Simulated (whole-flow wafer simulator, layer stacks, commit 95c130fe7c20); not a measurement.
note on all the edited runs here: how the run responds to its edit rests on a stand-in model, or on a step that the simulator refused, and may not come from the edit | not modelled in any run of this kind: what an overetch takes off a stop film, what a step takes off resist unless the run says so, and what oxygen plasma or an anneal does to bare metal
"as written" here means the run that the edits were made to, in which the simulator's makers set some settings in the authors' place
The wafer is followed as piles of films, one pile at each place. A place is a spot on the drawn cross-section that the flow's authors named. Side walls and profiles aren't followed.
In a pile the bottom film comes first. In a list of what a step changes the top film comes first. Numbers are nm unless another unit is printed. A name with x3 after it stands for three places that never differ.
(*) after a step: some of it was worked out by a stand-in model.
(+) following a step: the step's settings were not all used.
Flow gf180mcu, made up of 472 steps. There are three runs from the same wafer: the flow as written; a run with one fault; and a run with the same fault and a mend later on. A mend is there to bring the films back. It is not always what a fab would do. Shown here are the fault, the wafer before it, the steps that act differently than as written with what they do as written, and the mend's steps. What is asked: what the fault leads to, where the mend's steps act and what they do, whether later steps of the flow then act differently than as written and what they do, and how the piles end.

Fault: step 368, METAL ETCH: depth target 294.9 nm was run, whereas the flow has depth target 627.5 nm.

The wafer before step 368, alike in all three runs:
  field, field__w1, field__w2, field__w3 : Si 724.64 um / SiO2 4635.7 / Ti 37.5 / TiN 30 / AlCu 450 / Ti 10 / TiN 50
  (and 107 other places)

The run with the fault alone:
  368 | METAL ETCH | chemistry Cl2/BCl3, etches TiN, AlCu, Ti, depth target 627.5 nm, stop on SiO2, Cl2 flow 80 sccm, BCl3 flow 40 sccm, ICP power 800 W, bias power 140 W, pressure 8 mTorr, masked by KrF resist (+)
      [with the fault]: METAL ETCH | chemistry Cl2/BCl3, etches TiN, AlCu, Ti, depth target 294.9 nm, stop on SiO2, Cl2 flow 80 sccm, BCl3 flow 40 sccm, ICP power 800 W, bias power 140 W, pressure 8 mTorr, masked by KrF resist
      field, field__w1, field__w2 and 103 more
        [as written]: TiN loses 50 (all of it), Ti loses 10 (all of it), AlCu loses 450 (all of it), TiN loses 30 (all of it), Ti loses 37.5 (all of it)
        [with the fault]: TiN loses 50 (all of it), Ti loses 10 (all of it), AlCu loses 234.9
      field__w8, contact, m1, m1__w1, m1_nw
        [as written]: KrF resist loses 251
        [with the fault]: KrF resist loses 118
  Later steps of the flow acting differently than as written:
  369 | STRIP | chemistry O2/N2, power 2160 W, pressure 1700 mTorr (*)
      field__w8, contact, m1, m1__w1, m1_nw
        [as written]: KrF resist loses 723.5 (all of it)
        [with the fault]: KrF resist loses 856.6 (all of it)
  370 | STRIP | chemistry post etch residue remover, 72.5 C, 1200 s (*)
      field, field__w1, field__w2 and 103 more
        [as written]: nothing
        [with the fault]: AlCu loses 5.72
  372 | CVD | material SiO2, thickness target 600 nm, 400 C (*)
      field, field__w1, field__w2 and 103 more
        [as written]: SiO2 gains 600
        [with the fault]: SiO2 gains 600 (new film)
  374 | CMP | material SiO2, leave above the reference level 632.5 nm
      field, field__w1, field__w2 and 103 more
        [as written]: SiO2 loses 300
        [with the fault]: SiO2 loses 576.9
  The piles end different from the flow's at field, field__w1, field__w2 and 104 more by more than 2% or 0.5 nm, whichever is larger.
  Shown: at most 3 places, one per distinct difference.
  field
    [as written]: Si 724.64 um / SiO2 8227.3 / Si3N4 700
    [with the fault]: Si 724.64 um / SiO2 4635.7 / Ti 37.5 / TiN 30 / AlCu 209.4 / SiO2 3314.7 / Si3N4 700
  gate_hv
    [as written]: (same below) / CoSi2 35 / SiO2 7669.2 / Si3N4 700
    [with the fault]: (same below) / CoSi2 35 / SiO2 4077.6 / Ti 37.5 / TiN 30 / AlCu 209.4 / SiO2 3314.7 / Si3N4 700
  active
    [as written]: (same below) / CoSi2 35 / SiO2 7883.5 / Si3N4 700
    [with the fault]: (same below) / CoSi2 35 / SiO2 4291.9 / Ti 37.5 / TiN 30 / AlCu 209.4 / SiO2 3314.7 / Si3N4 700

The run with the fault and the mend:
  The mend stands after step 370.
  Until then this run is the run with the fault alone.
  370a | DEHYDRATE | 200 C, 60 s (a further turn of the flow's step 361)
      leaves every film unchanged at each place that is followed
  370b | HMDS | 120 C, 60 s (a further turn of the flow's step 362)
      leaves every film unchanged at each place that is followed
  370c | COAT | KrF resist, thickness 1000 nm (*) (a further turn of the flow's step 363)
      iso_ptap_pw, iso_ntap_nw, iso_nw_fld and 33 more
        KrF resist gains 1000 (new film)
      field__w5, field__w9, field__w10 and 15 more
        KrF resist gains 1002 (new film)
      field__w6, field_sub__w2, field_sub__w4 and 15 more
        KrF resist gains 1001.9 (new film)
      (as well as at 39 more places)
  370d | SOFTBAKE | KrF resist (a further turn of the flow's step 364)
      leaves every film unchanged at each place that is followed
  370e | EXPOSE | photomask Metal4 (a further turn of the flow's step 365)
      leaves every film unchanged at each place that is followed
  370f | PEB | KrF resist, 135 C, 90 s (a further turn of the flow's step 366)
      field__w1, field__w2, field__w3 and 58 more
        KrF resist loses 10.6
      iso_ptap_pw, iso_ntap_nw, iso_nw_fld and 33 more
        KrF resist loses 10.5
      sd_p, gate_p, nw_sep_fld, polyc_n
        KrF resist loses 10.7
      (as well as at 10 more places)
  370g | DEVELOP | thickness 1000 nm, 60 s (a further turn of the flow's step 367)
      iso_ptap_pw, iso_ntap_nw, iso_nw_fld and 33 more
        KrF resist loses 989.5 (all of it)
      field_sub__w2, field_sub__w4, ld_sd_n and 12 more
        KrF resist loses 991.3 (all of it)
      field__w5, field__w6, field__w9 and 9 more
        KrF resist loses 991.4 (all of it)
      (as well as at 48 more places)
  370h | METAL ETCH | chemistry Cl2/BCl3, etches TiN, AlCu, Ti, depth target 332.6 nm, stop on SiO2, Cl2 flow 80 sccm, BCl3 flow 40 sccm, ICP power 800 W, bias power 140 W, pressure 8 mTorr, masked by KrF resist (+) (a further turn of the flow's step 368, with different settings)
      field, field__w1, field__w2 and 103 more
        AlCu loses 209.4 (all of it), TiN loses 30 (all of it), Ti loses 37.5 (all of it)
      field__w8, contact, m1, m1__w1, m1_nw
        KrF resist loses 133
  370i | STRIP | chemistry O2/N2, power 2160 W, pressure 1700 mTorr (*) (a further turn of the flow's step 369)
      field__w8
        KrF resist loses 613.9 (all of it)
      contact
        KrF resist loses 612.2 (all of it)
      m1
        KrF resist loses 613.8 (all of it)
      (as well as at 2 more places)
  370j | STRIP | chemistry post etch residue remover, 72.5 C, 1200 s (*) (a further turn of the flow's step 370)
      field__w8, contact, m1, m1__w1, m1_nw
        TiN loses 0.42
  Every later step of the flow that is run acts as written, at every place that is followed, to within 2% or 0.5 nm, whichever is larger.
  When the end is reached, the piles differ only a little from the flow's at the places that both follow, at most by 2% or 0.5 nm, whichever is larger.
